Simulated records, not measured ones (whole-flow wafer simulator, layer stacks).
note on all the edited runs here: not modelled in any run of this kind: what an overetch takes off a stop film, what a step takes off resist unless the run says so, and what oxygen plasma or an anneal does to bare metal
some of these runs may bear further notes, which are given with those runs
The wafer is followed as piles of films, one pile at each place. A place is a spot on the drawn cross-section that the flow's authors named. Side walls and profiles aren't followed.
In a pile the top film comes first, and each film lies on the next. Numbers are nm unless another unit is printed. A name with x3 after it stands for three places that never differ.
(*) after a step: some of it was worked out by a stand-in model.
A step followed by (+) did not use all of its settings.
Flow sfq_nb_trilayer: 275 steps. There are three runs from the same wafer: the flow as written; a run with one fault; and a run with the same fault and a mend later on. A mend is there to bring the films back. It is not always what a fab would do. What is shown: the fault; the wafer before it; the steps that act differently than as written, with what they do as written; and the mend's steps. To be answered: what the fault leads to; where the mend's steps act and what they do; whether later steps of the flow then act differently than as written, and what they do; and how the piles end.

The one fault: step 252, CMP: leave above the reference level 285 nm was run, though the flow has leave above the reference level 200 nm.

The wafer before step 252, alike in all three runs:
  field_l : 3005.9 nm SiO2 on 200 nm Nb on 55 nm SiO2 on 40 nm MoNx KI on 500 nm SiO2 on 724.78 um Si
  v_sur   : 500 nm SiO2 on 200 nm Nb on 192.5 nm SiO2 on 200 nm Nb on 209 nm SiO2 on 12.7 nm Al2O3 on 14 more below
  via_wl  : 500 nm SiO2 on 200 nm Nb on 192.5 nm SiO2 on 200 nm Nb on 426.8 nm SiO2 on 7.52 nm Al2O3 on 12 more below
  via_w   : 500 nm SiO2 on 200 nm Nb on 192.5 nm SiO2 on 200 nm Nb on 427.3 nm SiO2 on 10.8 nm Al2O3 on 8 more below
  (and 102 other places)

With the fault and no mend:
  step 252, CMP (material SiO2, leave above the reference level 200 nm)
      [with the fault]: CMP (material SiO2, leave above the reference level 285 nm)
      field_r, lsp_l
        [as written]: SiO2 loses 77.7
        [with the fault]: nothing
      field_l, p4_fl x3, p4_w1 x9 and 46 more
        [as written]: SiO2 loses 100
        [with the fault]: SiO2 loses 15
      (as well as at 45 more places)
  Later steps of the flow acting differently than as written (not shown: 5 more steps that differ only slightly, by at most 2% or 0.5 nm, whichever is larger):
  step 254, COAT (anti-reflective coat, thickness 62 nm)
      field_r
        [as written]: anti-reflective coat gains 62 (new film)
        [with the fault]: anti-reflective coat gains 64.6 (new film)
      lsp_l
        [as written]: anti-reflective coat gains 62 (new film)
        [with the fault]: anti-reflective coat gains 63.7 (new film)
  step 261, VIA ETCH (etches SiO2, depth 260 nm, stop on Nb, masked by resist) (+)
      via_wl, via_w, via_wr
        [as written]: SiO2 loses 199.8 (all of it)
        [with the fault]: SiO2 loses 260
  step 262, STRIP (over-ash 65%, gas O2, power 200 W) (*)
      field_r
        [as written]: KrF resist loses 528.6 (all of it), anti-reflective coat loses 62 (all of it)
        [with the fault]: KrF resist loses 531.6 (all of it), anti-reflective coat loses 64.6 (all of it)
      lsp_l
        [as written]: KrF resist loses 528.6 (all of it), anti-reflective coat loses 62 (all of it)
        [with the fault]: KrF resist loses 532.3 (all of it), anti-reflective coat loses 63.7 (all of it)
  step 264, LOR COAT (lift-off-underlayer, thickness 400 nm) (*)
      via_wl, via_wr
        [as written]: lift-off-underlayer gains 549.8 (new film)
        [with the fault]: lift-off-underlayer gains 594.8 (new film)
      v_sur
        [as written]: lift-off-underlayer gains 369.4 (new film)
        [with the fault]: lift-off-underlayer gains 360.2 (new film)
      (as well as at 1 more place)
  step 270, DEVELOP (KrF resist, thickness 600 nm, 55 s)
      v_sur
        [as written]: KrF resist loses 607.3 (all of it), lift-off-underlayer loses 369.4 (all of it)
        [with the fault]: KrF resist loses 609.9 (all of it), lift-off-underlayer loses 360.2 (all of it)
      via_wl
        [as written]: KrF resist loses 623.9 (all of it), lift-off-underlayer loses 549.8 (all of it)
        [with the fault]: KrF resist loses 631.4 (all of it), lift-off-underlayer loses 594.8 (all of it)
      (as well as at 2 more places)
  By the end, the piles at field_l, v_sur, via_wl and 103 more depart from the flow's by more than 2% or 0.5 nm, whichever is larger.
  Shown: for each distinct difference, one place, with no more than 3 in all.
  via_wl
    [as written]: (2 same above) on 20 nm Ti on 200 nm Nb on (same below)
    [with the fault]: (2 same above) on 20 nm Ti on 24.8 nm SiO2 on 200 nm Nb on (same below)
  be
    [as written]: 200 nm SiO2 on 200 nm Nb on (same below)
    [with the fault]: 285 nm SiO2 on 200 nm Nb on (same below)
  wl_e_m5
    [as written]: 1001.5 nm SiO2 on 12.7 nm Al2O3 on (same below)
    [with the fault]: 1086.5 nm SiO2 on 12.7 nm Al2O3 on (same below)

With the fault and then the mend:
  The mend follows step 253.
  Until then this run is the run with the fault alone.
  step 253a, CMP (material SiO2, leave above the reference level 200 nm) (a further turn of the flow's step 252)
      field_l, v_sur, via_wl and 101 more
        SiO2 loses 85
      field_r, lsp_l
        SiO2 loses 77.7
  Every later step of the flow that is run acts as written at every place that is followed.
  By the end, the piles equal the flow's at every place that both follow.
